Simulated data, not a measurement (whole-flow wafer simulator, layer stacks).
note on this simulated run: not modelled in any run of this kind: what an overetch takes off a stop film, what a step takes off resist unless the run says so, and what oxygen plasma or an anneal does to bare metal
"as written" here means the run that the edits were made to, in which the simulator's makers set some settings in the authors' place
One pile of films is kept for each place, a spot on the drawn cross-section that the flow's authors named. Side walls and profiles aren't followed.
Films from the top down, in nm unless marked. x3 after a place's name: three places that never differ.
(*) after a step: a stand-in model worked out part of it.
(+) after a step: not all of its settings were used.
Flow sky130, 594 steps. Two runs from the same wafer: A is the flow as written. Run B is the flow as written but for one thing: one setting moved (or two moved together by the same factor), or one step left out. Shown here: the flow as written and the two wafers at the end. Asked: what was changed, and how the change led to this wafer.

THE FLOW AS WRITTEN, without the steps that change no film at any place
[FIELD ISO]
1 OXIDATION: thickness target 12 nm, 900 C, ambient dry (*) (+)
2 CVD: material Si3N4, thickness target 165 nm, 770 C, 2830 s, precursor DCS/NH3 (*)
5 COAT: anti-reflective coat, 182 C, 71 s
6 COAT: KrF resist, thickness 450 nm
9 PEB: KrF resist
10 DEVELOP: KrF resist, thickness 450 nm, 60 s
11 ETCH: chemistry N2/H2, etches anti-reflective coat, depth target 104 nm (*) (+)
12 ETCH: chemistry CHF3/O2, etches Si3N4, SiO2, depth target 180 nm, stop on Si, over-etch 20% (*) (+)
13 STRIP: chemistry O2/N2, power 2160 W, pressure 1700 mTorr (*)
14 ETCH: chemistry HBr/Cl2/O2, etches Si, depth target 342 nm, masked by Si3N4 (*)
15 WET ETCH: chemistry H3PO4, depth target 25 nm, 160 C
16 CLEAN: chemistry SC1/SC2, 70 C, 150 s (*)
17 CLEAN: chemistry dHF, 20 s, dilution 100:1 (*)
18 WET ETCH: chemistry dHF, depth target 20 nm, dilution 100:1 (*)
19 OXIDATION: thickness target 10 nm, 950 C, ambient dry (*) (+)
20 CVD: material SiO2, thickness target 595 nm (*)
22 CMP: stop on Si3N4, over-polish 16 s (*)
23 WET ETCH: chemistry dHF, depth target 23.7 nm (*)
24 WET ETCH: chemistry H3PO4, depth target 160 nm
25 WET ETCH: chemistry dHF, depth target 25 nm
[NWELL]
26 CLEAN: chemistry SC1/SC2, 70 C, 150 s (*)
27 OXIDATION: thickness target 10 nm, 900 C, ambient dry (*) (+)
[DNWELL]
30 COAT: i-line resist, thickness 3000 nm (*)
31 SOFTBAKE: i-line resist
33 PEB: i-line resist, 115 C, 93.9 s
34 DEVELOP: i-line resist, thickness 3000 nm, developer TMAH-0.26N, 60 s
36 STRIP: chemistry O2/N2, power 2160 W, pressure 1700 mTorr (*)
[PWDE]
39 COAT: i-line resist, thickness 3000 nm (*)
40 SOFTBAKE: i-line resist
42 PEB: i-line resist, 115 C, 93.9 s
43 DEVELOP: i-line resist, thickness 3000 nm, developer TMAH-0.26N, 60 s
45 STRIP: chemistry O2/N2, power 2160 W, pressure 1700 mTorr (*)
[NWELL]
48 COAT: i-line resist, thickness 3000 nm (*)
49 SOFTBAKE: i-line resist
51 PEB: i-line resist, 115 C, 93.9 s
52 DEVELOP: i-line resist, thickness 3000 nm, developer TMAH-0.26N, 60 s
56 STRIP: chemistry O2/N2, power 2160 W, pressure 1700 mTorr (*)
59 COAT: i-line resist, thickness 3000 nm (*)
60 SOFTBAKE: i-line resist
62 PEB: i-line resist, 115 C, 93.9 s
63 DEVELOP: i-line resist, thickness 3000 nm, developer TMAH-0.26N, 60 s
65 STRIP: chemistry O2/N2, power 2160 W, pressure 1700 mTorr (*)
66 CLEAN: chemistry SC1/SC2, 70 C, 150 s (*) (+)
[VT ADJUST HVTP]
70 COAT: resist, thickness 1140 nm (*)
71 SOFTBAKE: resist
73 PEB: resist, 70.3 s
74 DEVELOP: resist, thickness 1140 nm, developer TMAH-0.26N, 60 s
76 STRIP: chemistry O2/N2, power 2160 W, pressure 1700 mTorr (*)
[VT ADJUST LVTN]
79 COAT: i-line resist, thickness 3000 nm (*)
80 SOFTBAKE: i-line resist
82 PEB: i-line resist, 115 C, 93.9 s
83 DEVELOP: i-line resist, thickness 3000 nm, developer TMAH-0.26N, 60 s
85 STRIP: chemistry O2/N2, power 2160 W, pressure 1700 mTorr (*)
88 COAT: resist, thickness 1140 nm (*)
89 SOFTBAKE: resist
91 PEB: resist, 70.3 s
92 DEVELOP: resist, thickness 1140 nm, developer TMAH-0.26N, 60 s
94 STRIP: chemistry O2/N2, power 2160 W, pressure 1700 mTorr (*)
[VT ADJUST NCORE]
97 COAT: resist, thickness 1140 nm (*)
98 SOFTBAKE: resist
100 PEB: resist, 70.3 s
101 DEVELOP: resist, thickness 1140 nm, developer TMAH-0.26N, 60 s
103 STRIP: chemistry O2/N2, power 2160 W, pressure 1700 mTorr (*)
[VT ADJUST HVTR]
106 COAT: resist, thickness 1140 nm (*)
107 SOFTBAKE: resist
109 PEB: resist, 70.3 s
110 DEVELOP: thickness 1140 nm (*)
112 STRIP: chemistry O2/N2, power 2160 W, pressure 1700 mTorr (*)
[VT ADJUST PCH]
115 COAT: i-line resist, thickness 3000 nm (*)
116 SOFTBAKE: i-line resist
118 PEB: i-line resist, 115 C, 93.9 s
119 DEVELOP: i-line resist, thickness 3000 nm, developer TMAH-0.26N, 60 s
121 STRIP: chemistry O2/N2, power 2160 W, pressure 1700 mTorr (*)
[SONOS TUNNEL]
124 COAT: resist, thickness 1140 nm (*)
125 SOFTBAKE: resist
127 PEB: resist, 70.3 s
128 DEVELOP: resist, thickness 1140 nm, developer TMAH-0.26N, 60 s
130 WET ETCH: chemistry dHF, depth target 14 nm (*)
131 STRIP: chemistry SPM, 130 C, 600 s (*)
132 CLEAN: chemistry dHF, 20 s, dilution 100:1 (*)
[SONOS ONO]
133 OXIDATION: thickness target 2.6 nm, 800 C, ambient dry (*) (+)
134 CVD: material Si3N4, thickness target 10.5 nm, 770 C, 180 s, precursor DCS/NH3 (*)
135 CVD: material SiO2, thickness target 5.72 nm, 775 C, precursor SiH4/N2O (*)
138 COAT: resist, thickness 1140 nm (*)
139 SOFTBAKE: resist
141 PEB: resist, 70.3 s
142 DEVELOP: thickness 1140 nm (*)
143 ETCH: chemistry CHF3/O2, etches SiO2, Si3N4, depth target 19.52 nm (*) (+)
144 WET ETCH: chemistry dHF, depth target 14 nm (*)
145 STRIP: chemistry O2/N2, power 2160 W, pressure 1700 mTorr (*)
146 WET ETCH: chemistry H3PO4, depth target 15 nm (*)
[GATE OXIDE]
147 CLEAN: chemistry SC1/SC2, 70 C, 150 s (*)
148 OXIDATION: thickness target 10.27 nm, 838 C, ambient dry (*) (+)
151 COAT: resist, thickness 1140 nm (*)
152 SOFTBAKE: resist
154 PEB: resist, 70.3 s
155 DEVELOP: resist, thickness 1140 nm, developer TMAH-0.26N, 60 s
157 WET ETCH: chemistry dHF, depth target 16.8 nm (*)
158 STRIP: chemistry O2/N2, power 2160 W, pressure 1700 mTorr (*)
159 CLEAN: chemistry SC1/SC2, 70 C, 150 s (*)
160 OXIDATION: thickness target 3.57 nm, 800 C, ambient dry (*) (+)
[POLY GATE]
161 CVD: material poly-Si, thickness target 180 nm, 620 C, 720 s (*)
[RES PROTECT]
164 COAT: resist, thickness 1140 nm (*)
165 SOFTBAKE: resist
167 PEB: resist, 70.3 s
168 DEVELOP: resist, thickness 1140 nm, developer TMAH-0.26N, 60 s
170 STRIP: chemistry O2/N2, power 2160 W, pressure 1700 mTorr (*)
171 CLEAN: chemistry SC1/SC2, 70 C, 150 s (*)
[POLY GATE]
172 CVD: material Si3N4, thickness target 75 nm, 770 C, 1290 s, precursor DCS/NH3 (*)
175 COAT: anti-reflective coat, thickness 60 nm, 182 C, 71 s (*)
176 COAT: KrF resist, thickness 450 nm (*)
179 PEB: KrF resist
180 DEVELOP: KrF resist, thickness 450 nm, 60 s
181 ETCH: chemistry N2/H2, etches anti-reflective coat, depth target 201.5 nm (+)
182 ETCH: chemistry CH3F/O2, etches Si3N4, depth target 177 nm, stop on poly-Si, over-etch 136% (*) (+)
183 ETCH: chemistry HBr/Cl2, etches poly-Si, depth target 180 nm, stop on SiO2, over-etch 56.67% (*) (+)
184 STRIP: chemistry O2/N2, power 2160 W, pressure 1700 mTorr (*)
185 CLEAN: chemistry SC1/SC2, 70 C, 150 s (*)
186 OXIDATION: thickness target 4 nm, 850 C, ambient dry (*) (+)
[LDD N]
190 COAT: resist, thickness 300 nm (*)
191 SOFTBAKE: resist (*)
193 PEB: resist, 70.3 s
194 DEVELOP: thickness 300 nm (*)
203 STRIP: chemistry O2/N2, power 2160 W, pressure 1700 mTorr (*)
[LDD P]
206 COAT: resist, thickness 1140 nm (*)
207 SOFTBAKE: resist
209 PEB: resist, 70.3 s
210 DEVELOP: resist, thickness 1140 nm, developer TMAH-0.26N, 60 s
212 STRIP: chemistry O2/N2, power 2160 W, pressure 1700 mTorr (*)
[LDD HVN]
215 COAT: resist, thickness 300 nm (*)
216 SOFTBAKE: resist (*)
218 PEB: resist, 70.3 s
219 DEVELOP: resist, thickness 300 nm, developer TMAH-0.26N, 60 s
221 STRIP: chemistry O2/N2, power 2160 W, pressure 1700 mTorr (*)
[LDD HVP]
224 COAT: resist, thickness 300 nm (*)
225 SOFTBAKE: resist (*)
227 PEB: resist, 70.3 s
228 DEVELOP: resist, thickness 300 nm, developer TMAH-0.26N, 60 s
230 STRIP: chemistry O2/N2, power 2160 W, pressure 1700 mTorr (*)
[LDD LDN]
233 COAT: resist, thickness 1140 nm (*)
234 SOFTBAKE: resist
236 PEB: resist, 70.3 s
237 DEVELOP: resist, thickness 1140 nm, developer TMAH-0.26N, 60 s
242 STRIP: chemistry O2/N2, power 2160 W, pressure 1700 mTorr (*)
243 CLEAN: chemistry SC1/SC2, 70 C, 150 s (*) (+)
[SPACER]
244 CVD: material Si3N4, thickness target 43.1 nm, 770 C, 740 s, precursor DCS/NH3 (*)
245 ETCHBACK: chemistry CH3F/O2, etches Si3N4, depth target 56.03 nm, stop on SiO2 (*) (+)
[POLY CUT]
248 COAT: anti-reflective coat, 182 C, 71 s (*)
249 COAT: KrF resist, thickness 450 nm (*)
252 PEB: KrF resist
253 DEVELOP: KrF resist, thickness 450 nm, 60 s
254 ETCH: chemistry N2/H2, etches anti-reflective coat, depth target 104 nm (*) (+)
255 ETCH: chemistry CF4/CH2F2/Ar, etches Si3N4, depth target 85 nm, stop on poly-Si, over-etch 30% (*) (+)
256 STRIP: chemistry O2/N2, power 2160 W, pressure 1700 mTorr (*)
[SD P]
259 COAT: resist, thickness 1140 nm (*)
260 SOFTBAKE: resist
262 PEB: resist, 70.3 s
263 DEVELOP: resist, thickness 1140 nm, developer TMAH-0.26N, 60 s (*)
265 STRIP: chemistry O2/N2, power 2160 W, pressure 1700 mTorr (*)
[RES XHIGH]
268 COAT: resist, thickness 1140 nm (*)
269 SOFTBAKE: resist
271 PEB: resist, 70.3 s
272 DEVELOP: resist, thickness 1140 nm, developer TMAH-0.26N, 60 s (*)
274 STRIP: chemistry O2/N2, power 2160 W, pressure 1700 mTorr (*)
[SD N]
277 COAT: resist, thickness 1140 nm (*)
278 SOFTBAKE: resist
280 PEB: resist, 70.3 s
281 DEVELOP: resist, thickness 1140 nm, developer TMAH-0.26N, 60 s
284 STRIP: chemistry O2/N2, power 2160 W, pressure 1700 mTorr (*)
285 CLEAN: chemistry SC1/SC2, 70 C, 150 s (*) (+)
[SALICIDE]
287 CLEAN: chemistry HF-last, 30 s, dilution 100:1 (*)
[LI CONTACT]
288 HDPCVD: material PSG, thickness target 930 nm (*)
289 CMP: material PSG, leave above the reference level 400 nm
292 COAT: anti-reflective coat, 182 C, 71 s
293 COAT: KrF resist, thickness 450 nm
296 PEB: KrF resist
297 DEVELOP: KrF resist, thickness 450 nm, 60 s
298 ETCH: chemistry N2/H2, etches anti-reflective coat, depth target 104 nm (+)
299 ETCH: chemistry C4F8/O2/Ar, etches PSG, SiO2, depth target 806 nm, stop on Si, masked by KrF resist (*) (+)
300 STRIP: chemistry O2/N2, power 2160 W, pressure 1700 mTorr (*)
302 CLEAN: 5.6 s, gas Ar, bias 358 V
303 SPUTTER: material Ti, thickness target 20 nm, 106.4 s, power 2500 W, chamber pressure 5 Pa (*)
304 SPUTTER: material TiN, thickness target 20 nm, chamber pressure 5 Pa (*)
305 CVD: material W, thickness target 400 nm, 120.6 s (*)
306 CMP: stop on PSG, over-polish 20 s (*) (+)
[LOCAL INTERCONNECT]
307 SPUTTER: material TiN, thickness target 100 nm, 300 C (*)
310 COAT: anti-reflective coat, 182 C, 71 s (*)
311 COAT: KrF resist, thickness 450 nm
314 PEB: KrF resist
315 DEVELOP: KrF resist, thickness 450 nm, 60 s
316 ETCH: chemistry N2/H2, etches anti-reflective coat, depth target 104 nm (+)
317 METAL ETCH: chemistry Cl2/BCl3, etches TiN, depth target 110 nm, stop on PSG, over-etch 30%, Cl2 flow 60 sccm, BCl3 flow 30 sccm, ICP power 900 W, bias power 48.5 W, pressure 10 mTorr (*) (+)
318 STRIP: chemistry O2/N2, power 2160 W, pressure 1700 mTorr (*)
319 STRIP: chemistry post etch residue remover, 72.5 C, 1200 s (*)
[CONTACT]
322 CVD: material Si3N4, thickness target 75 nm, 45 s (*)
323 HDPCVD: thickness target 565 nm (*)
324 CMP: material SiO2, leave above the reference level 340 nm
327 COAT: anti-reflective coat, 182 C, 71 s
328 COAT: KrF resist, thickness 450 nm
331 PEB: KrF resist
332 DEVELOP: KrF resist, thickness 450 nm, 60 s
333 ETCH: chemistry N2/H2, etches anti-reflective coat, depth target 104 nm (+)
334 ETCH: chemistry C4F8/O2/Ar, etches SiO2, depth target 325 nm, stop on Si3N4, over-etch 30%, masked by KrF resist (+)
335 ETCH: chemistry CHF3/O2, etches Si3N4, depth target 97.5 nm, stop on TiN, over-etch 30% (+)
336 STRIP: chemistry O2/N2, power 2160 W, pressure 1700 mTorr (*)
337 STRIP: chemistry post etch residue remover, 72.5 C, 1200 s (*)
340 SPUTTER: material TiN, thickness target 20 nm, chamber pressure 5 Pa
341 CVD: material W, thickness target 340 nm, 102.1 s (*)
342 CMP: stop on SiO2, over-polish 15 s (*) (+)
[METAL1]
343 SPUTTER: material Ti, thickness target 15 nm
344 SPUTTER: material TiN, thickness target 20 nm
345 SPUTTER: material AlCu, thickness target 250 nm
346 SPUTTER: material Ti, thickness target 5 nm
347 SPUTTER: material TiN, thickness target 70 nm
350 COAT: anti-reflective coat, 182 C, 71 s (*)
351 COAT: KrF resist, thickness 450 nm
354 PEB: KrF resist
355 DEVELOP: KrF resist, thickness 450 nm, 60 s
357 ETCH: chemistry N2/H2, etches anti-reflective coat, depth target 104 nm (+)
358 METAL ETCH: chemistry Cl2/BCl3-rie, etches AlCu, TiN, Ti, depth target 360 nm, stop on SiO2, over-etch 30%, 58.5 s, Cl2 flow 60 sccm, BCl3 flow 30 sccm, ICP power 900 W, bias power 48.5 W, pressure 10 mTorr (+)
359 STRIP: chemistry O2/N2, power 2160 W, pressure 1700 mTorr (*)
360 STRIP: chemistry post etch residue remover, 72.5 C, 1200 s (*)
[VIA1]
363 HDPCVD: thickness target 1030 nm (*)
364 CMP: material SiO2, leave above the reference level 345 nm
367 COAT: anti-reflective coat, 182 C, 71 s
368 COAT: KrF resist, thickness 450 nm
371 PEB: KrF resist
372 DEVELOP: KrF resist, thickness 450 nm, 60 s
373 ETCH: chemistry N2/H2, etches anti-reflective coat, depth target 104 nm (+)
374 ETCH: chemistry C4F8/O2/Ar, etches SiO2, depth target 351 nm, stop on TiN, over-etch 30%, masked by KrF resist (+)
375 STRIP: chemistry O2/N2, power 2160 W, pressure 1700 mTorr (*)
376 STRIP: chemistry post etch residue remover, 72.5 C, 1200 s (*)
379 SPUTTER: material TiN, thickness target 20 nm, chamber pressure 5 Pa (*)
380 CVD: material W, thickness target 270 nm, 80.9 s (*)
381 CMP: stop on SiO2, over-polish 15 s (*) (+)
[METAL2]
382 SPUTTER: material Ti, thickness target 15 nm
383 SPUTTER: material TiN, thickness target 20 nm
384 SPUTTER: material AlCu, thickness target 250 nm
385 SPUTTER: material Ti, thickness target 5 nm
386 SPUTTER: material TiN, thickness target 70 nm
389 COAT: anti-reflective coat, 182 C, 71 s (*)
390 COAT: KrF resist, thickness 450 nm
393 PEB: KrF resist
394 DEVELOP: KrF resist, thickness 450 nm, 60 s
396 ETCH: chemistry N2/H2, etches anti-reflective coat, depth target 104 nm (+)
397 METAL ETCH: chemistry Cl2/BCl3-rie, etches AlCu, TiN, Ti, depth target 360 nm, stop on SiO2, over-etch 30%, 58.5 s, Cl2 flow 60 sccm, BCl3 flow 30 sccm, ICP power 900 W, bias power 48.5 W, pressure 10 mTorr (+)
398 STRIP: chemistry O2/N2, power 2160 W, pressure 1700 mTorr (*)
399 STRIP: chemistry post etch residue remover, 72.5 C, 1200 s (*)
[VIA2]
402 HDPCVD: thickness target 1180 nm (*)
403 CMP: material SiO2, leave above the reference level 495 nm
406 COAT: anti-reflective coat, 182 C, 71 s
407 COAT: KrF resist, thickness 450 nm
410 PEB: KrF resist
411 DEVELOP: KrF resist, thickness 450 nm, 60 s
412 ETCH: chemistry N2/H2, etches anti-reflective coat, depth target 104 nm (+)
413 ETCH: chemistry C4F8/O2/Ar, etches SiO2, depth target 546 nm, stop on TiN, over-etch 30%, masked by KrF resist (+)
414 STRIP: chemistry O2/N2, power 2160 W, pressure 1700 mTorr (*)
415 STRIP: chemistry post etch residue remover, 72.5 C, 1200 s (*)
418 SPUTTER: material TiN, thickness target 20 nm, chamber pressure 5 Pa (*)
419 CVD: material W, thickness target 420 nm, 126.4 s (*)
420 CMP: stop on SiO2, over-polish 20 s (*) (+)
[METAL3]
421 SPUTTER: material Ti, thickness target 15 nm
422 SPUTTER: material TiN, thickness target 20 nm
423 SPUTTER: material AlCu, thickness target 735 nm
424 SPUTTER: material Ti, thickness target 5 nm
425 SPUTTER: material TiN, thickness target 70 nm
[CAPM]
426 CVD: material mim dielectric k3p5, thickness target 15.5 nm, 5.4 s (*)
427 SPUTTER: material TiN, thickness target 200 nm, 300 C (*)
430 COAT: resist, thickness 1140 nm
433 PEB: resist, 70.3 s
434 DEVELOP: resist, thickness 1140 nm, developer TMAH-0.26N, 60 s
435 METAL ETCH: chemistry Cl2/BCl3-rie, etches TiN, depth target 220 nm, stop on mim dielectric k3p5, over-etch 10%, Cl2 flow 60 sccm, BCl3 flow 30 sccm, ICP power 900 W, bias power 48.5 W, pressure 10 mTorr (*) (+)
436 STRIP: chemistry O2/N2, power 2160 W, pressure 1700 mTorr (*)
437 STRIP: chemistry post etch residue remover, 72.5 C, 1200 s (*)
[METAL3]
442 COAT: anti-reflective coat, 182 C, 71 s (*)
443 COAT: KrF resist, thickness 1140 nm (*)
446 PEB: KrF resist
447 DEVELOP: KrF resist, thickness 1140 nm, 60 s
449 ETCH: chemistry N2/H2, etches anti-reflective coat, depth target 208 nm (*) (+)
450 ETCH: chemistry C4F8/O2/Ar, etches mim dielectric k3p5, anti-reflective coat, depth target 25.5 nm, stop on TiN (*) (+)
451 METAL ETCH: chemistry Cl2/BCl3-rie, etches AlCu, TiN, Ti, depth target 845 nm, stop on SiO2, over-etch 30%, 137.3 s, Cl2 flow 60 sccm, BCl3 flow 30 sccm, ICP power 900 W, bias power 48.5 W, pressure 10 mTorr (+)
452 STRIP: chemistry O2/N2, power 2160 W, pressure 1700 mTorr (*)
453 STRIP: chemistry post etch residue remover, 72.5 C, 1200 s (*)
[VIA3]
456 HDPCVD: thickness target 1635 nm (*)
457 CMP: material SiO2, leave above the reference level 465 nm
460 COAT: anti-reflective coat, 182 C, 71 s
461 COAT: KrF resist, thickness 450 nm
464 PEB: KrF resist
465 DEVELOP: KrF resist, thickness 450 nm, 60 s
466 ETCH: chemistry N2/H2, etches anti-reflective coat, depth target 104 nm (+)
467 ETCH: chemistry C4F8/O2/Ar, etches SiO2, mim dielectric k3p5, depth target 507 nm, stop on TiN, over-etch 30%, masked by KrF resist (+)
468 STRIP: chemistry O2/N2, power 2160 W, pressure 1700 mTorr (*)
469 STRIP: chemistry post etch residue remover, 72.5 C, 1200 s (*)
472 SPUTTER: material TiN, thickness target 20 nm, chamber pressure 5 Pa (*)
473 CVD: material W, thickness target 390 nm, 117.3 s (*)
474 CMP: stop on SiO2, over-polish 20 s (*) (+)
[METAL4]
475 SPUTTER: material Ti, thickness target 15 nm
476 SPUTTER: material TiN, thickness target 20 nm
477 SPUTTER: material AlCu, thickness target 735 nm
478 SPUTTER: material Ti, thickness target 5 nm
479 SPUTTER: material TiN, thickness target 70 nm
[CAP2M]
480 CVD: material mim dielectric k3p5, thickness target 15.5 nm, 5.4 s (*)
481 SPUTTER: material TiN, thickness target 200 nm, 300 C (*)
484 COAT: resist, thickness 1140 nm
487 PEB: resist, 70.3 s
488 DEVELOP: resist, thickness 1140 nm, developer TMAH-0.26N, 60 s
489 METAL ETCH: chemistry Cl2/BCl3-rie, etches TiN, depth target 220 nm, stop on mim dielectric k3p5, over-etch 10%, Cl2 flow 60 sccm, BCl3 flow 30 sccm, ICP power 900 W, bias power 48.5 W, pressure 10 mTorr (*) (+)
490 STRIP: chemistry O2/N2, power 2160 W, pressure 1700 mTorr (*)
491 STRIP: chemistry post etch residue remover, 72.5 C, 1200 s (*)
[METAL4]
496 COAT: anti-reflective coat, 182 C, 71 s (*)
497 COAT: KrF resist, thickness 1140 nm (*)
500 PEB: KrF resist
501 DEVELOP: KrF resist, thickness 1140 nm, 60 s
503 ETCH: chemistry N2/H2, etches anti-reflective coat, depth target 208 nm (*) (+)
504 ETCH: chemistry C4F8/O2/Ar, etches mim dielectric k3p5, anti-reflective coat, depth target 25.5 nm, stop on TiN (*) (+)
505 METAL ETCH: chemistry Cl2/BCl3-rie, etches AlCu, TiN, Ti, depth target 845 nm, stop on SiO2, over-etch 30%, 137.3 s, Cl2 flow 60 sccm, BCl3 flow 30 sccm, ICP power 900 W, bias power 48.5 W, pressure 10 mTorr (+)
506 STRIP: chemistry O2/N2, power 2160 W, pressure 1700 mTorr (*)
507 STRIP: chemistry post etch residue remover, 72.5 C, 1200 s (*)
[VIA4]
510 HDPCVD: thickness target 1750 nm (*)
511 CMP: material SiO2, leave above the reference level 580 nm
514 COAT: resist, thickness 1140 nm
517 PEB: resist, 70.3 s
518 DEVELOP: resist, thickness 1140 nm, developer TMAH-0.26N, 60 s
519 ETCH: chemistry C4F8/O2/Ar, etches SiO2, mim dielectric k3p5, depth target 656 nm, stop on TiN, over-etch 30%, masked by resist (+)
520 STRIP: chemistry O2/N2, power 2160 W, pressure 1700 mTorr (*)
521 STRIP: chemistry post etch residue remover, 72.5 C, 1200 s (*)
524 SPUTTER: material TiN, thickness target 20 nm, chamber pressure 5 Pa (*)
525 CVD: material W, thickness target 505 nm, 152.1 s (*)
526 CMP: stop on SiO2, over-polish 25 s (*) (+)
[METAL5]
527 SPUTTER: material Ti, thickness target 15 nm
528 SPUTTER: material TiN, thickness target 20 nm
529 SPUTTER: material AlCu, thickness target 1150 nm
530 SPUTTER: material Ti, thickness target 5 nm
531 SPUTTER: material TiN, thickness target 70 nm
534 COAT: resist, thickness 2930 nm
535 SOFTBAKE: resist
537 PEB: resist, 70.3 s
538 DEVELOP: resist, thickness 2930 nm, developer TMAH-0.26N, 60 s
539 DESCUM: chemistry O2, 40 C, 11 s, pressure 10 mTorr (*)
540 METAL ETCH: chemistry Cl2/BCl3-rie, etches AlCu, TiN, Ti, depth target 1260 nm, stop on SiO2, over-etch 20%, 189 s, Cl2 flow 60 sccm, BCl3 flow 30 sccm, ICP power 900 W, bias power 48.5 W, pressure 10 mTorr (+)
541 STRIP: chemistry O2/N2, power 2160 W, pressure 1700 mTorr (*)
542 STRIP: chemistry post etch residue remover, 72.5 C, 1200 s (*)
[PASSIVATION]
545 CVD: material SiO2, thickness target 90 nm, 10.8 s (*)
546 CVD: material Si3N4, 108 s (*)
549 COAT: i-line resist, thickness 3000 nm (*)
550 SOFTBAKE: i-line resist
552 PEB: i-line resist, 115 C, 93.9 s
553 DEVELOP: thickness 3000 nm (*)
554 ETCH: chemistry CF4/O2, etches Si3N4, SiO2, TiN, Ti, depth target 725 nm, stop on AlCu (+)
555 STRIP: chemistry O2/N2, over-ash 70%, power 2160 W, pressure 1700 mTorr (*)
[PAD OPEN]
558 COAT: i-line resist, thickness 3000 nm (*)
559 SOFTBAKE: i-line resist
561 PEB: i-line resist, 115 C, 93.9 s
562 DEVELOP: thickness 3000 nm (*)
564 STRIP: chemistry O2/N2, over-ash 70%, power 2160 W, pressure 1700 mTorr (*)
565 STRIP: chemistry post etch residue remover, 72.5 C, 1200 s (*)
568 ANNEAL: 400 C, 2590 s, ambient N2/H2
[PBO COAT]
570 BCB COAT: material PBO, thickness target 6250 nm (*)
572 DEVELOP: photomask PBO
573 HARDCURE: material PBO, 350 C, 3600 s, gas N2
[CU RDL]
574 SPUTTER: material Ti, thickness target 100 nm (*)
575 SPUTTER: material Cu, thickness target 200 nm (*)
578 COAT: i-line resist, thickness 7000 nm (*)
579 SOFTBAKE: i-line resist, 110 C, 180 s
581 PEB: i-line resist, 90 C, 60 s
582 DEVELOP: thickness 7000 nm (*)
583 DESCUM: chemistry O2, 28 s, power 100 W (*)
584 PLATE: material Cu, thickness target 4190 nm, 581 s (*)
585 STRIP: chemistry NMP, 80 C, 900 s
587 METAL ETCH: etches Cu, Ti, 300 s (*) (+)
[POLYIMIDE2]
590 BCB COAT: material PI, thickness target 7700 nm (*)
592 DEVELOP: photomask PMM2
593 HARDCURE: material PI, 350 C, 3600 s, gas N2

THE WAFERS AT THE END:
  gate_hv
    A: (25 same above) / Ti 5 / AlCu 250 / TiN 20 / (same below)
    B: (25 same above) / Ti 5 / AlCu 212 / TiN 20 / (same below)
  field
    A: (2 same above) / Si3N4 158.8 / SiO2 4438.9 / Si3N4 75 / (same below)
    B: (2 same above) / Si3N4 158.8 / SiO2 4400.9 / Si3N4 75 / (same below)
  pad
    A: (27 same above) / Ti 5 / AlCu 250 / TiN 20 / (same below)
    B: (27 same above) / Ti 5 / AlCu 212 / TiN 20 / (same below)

The cause: step 345, SPUTTER: thickness target 212 nm was run, where the flow has thickness target 250 nm.
It can be read off the wafer: gate_hv has AlCu 212, and step 345 as written asks for 250 nm.

How the change led to this, step by step:
  345 SPUTTER: material AlCu, thickness target 250 nm
      field, active, n_well and 188 more: A AlCu +250 (new film) | B AlCu +212 (new film)
  358 METAL ETCH: chemistry Cl2/BCl3-rie, etches AlCu, TiN, Ti, depth target 360 nm, stop on SiO2, over-etch 30%, 58.5 s, Cl2 flow 60 sccm, BCl3 flow 30 sccm, ICP power 900 W, bias power 48.5 W, pressure 10 mTorr (+)
      field, active, gate and 81 more: A TiN -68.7 (all of it), Ti -5 (all of it), AlCu -250 (all of it), TiN -20 (all of it), Ti -15 (all of it), SiO2 -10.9 | B TiN -68.7 (all of it), Ti -5 (all of it), AlCu -212 (all of it), TiN -20 (all of it), Ti -15 (all of it), SiO2 -14.7
  364 CMP: material SiO2, leave above the reference level 345 nm
      field, active, gate and 81 more: A SiO2 -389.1 | B SiO2 -423.3
